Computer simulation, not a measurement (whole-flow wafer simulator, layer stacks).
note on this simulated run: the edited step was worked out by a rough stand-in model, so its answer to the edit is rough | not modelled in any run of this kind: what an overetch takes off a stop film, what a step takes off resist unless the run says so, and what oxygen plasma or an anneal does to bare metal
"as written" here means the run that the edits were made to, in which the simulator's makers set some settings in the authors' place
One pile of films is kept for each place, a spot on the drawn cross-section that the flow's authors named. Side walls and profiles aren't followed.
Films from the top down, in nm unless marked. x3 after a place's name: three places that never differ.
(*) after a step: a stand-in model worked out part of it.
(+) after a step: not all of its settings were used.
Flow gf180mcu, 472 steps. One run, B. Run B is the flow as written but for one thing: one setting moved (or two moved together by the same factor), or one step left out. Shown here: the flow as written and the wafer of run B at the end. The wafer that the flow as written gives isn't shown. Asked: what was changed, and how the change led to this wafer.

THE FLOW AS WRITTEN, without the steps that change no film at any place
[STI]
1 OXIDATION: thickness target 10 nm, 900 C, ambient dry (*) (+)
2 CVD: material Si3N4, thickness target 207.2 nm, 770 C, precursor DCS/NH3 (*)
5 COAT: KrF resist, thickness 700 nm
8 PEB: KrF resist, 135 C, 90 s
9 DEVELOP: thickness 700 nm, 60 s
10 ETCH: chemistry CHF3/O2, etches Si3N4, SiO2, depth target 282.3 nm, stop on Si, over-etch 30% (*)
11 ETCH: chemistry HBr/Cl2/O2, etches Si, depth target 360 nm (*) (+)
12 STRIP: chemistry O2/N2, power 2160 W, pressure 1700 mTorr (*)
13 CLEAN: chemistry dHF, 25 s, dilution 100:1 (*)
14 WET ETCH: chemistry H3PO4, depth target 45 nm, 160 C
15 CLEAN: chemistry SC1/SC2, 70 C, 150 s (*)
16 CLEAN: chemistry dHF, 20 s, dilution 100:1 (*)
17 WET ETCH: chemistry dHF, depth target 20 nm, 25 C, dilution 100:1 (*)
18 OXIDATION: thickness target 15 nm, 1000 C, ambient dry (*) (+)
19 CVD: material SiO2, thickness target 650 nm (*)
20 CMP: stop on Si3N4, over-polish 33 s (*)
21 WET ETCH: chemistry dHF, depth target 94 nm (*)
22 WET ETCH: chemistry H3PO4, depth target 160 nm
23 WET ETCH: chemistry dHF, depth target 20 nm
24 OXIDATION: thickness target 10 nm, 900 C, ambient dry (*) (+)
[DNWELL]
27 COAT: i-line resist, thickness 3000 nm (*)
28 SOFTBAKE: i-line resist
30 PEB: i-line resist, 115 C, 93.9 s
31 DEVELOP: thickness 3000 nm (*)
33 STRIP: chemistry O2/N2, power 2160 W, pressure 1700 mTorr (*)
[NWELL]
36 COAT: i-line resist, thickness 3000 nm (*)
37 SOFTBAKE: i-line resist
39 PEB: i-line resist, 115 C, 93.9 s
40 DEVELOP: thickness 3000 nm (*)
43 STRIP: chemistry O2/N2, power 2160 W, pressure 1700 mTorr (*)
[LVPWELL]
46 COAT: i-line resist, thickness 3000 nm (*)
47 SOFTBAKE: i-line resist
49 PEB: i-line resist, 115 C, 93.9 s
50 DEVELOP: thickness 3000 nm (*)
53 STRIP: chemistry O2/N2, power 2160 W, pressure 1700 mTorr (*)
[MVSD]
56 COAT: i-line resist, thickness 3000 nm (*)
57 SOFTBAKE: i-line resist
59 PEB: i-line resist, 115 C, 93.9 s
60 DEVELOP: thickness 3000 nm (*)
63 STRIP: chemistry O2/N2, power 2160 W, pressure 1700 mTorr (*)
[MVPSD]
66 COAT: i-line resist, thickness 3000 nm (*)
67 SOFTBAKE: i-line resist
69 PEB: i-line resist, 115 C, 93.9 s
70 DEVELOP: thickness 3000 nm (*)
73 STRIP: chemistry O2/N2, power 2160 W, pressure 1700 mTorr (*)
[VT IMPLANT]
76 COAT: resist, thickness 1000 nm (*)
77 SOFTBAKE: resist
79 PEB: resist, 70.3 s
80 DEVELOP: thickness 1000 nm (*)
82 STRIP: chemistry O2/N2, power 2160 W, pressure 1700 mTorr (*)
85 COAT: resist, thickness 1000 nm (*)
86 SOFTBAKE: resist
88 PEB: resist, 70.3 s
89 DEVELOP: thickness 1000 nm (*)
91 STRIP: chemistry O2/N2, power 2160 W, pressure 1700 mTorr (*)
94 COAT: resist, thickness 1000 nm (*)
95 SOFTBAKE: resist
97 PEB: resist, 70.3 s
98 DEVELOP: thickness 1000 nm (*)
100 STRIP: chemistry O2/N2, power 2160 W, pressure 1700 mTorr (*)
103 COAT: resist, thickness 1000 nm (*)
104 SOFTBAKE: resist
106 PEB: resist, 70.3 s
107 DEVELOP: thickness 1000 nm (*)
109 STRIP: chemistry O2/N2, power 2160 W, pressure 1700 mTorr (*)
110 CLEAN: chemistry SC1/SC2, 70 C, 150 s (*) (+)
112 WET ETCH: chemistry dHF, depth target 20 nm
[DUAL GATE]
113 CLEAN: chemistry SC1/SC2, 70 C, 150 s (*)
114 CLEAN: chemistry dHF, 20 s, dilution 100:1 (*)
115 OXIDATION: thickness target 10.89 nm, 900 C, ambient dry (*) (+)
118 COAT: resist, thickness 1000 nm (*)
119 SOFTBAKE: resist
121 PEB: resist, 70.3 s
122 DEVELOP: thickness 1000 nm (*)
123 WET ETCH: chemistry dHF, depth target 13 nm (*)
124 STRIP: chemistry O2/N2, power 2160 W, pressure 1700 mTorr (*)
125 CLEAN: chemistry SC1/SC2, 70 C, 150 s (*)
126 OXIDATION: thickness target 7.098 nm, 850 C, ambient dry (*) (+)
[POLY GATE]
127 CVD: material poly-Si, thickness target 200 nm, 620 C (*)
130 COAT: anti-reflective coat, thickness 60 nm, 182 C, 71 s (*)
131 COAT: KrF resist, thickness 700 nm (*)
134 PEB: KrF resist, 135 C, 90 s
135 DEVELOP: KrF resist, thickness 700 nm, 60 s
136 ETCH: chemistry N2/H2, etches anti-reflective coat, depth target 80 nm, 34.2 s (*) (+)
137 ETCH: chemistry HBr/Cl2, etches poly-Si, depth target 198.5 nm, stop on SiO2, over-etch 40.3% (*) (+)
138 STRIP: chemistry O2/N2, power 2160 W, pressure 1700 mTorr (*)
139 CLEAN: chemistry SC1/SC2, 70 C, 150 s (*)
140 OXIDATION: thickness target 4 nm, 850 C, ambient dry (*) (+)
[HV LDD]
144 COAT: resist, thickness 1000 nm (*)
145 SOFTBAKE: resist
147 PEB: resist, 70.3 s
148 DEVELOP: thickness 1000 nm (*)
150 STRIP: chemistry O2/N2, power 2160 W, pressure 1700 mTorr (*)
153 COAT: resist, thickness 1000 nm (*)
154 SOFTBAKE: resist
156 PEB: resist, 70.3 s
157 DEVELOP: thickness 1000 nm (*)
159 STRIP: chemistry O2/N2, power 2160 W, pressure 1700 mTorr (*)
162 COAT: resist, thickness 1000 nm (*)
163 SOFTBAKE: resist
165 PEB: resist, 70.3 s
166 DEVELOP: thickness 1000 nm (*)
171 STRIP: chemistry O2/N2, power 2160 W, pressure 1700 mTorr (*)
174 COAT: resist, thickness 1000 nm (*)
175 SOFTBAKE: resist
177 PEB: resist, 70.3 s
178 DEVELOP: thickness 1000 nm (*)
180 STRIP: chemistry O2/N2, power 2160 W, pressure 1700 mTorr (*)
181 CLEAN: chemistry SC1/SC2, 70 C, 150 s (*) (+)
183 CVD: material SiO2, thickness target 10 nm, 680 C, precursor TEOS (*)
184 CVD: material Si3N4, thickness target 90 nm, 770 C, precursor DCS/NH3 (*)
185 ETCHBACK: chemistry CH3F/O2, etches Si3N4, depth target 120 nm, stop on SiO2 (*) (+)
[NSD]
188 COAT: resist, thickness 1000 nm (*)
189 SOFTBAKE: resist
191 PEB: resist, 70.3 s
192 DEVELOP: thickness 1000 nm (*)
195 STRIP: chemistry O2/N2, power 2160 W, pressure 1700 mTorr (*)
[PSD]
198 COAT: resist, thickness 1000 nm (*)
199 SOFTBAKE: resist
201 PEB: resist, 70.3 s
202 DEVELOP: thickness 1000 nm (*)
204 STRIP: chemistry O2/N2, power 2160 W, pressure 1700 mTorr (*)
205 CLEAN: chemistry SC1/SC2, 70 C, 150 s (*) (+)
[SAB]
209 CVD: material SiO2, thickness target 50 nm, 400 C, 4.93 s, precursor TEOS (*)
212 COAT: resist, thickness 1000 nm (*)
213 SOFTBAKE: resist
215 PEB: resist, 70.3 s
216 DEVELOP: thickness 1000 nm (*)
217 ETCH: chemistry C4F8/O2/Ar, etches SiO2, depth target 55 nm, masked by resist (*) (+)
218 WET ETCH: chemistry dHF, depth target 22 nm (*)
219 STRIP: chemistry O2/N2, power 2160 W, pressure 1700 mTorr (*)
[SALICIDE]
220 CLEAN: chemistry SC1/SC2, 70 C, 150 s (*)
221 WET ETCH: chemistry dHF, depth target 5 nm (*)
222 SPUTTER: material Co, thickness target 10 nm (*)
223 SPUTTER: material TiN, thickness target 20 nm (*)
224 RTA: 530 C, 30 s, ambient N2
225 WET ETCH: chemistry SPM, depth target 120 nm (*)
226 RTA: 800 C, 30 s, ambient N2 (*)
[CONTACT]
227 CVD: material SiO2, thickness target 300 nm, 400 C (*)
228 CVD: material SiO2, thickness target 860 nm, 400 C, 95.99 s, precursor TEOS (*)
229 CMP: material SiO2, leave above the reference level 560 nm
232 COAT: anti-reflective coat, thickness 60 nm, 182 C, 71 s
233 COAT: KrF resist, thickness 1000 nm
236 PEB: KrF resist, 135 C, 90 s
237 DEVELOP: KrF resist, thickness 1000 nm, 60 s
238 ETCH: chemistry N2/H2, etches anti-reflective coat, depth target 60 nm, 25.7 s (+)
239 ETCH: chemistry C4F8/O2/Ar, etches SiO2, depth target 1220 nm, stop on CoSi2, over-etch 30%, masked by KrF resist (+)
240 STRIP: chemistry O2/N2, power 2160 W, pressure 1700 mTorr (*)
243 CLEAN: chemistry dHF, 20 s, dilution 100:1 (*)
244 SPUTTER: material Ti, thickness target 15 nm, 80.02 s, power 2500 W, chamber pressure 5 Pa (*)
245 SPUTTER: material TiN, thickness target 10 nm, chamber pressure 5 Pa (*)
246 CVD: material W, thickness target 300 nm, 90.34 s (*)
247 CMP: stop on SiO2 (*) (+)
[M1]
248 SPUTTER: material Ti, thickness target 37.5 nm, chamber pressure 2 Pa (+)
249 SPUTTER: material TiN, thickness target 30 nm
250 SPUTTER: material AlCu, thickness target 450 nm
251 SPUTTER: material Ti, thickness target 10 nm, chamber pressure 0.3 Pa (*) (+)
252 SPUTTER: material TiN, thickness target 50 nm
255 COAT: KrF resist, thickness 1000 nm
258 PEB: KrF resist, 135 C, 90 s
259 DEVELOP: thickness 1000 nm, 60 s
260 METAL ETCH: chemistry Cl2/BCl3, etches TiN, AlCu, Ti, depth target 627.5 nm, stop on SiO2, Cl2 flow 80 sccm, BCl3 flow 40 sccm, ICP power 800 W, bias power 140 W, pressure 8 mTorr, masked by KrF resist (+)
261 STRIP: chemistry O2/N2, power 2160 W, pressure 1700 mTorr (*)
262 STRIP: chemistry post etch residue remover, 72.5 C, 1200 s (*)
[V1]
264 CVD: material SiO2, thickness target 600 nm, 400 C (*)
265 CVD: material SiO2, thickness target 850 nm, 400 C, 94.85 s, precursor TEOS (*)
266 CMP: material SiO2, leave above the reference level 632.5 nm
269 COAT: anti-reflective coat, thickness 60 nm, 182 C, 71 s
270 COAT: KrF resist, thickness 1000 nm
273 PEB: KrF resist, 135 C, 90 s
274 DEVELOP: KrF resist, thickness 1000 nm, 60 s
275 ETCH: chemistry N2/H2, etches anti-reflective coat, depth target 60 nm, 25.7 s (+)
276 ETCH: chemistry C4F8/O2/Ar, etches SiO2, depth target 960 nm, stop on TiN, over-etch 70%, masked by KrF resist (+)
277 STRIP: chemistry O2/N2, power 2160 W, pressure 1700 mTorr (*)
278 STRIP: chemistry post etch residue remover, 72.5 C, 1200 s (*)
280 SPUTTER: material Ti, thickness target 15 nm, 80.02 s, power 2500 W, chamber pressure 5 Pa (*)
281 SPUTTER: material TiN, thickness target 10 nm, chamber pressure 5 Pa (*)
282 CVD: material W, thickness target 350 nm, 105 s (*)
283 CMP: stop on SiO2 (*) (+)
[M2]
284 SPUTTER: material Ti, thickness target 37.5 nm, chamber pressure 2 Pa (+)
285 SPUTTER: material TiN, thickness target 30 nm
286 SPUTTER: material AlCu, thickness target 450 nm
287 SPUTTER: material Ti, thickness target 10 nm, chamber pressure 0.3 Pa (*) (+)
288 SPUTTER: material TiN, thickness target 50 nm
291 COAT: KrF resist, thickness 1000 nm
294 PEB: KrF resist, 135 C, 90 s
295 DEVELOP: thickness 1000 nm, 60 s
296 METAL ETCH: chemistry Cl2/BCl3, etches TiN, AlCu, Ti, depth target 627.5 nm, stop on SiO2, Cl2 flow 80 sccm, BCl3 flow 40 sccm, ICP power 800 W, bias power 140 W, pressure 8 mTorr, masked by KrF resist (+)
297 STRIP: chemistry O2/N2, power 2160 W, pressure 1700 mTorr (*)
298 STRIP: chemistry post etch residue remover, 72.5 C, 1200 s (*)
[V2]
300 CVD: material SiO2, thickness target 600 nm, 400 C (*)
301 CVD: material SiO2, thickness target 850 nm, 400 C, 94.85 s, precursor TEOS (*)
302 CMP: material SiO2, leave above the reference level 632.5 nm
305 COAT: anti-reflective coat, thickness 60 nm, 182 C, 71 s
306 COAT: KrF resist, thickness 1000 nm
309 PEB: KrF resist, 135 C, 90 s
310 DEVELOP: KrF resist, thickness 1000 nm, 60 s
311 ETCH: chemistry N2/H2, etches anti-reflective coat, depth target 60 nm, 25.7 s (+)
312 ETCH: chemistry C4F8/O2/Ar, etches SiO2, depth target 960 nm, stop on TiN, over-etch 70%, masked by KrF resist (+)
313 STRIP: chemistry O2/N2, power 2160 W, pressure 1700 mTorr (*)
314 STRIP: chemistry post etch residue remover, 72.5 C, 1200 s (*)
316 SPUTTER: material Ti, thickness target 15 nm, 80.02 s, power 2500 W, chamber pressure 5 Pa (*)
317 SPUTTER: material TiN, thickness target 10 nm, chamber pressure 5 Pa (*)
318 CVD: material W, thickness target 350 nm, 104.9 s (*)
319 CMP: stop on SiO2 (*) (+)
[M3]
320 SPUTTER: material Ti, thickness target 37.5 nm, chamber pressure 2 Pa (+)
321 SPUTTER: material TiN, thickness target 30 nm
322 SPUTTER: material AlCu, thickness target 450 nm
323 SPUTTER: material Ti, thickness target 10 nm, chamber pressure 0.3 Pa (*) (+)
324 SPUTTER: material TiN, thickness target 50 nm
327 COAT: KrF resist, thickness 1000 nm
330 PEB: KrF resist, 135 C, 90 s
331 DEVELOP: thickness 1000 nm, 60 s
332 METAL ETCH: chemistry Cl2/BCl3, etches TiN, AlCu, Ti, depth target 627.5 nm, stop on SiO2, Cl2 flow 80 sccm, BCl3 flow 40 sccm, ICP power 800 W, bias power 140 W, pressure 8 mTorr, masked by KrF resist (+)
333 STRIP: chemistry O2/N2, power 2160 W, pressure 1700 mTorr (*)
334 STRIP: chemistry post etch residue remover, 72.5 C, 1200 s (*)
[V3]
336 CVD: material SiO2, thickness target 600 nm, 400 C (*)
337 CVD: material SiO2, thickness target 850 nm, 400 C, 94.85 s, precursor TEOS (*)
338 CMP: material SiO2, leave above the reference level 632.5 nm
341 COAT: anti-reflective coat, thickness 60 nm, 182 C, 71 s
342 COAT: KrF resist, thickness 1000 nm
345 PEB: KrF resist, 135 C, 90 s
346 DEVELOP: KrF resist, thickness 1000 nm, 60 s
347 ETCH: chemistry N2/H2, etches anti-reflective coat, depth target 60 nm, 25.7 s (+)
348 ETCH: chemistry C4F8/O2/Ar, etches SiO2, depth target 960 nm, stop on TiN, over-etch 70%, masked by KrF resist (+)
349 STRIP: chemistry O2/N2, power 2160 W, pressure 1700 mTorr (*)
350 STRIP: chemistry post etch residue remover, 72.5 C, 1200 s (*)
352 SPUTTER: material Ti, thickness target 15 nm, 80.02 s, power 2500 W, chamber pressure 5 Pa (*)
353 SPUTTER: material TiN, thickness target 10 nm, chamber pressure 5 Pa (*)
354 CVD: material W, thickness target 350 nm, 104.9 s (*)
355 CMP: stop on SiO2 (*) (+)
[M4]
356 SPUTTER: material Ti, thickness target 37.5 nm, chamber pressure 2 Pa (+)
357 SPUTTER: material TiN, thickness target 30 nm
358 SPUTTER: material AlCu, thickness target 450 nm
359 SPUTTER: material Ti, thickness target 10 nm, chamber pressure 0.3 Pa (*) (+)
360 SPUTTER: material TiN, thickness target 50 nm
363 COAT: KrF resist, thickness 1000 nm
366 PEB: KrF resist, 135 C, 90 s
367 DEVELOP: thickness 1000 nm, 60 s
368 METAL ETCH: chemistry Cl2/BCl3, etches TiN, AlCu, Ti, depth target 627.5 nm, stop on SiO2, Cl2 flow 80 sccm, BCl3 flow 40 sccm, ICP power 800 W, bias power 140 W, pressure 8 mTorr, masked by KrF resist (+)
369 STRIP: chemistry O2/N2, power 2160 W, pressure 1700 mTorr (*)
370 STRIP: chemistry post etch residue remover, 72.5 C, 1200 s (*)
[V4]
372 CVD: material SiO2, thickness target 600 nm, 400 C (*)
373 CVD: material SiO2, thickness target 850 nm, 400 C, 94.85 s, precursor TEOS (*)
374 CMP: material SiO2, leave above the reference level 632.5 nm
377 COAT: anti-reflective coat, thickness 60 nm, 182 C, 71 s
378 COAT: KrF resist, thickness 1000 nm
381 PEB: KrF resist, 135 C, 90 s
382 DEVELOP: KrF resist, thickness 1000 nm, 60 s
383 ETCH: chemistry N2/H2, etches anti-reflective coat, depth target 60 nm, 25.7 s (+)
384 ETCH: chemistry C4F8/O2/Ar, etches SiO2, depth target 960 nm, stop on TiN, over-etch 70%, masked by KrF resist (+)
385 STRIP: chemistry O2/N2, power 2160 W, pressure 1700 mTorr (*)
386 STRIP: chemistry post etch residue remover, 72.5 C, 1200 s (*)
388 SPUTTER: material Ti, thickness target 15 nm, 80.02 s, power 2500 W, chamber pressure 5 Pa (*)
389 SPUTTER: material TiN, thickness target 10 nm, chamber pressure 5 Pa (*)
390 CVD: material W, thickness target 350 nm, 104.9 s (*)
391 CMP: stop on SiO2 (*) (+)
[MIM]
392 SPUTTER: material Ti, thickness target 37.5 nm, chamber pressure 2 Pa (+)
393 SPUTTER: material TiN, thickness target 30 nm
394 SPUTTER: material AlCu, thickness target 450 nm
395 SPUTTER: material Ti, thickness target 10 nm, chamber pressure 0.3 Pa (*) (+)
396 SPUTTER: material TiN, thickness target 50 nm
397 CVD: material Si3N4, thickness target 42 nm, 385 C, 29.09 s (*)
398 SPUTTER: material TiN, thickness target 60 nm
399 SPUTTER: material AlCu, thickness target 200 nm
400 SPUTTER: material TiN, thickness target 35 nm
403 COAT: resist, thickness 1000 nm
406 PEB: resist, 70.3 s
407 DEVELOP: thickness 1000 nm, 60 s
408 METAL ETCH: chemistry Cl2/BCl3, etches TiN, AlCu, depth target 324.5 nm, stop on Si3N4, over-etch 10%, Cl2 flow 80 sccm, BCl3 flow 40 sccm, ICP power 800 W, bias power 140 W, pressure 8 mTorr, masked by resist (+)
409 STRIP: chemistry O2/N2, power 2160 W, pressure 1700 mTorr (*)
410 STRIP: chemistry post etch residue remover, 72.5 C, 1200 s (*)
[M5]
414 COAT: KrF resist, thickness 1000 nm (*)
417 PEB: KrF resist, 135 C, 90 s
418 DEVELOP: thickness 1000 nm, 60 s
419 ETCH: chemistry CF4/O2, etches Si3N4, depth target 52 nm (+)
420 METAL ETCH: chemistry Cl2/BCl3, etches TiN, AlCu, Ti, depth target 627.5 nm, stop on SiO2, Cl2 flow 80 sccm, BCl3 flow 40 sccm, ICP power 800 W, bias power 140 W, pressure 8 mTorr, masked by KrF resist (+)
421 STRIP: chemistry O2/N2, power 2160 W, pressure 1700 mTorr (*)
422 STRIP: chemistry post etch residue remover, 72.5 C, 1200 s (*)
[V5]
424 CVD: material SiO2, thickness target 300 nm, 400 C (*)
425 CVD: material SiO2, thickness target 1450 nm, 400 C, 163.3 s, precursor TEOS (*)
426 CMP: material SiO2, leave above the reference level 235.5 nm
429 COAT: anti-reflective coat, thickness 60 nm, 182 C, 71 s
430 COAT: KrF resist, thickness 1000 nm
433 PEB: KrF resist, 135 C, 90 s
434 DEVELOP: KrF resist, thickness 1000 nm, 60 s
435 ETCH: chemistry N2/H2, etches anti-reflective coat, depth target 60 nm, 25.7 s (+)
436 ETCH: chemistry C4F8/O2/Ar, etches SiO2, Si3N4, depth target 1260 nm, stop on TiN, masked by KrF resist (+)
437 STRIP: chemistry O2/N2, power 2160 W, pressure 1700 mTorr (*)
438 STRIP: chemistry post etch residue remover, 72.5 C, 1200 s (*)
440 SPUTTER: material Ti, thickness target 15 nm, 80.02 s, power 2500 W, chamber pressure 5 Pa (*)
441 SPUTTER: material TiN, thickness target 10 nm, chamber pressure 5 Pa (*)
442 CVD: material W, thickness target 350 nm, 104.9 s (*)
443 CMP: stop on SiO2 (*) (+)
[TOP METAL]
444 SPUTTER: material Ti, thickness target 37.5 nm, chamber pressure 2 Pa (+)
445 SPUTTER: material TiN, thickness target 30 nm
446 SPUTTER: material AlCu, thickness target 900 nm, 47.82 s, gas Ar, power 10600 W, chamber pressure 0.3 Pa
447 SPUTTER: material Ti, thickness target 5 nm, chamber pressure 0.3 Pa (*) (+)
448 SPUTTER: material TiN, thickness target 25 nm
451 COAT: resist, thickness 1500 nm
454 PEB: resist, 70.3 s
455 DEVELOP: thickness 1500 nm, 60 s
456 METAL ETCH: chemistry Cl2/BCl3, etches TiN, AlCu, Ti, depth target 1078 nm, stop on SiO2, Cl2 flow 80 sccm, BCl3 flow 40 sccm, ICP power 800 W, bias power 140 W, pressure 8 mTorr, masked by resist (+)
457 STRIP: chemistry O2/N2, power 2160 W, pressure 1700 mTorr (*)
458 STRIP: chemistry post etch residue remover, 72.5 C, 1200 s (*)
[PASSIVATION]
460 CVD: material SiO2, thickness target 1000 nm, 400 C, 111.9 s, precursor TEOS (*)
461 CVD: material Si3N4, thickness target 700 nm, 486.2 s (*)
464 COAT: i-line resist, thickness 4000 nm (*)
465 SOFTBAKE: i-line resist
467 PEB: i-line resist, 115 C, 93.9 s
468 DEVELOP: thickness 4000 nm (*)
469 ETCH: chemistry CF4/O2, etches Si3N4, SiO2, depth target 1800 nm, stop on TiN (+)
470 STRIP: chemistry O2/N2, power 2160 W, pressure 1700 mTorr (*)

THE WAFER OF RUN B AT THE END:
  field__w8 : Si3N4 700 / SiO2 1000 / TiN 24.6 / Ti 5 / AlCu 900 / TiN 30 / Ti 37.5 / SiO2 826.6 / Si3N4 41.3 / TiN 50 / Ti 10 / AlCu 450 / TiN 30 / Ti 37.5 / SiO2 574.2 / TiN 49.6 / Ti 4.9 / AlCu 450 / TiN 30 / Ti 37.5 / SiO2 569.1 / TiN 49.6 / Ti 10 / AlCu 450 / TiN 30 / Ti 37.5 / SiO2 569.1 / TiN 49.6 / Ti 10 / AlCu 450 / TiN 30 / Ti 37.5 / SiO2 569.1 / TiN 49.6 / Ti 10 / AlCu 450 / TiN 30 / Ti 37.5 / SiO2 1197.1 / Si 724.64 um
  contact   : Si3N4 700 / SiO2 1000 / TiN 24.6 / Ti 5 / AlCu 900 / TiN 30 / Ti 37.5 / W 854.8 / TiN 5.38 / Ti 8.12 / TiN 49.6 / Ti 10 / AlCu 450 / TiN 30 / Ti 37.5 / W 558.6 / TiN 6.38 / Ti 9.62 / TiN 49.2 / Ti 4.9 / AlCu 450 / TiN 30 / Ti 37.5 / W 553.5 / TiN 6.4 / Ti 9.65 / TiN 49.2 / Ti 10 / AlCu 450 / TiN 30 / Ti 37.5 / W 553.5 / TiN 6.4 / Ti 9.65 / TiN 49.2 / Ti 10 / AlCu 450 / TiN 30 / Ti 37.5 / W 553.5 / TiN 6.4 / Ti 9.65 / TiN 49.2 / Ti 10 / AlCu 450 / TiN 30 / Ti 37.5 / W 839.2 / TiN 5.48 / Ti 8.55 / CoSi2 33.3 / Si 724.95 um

The cause: step 359, SPUTTER: thickness target 4.9 nm was run, where the flow has thickness target 10 nm.
It can be read off the wafer: field__w8 has Ti 4.9, and step 359 as written asks for 10 nm.

How the change led to this, step by step:
  359 SPUTTER: material Ti, thickness target 10 nm, chamber pressure 0.3 Pa (*) (+)
      field, field__w1, field__w2 and 108 more: Ti +4.9 (new film) (as written it would be: Ti +10 (new film))
  368 METAL ETCH: chemistry Cl2/BCl3, etches TiN, AlCu, Ti, depth target 627.5 nm, stop on SiO2, Cl2 flow 80 sccm, BCl3 flow 40 sccm, ICP power 800 W, bias power 140 W, pressure 8 mTorr, masked by KrF resist (+)
      field, field__w1, field__w2 and 103 more: TiN -50 (all of it), Ti -4.9 (all of it), AlCu -450 (all of it), TiN -30 (all of it), Ti -37.5 (all of it) (as written it would be: TiN -50 (all of it), Ti -10 (all of it), AlCu -450 (all of it), TiN -30 (all of it), Ti -37.5 (all of it))
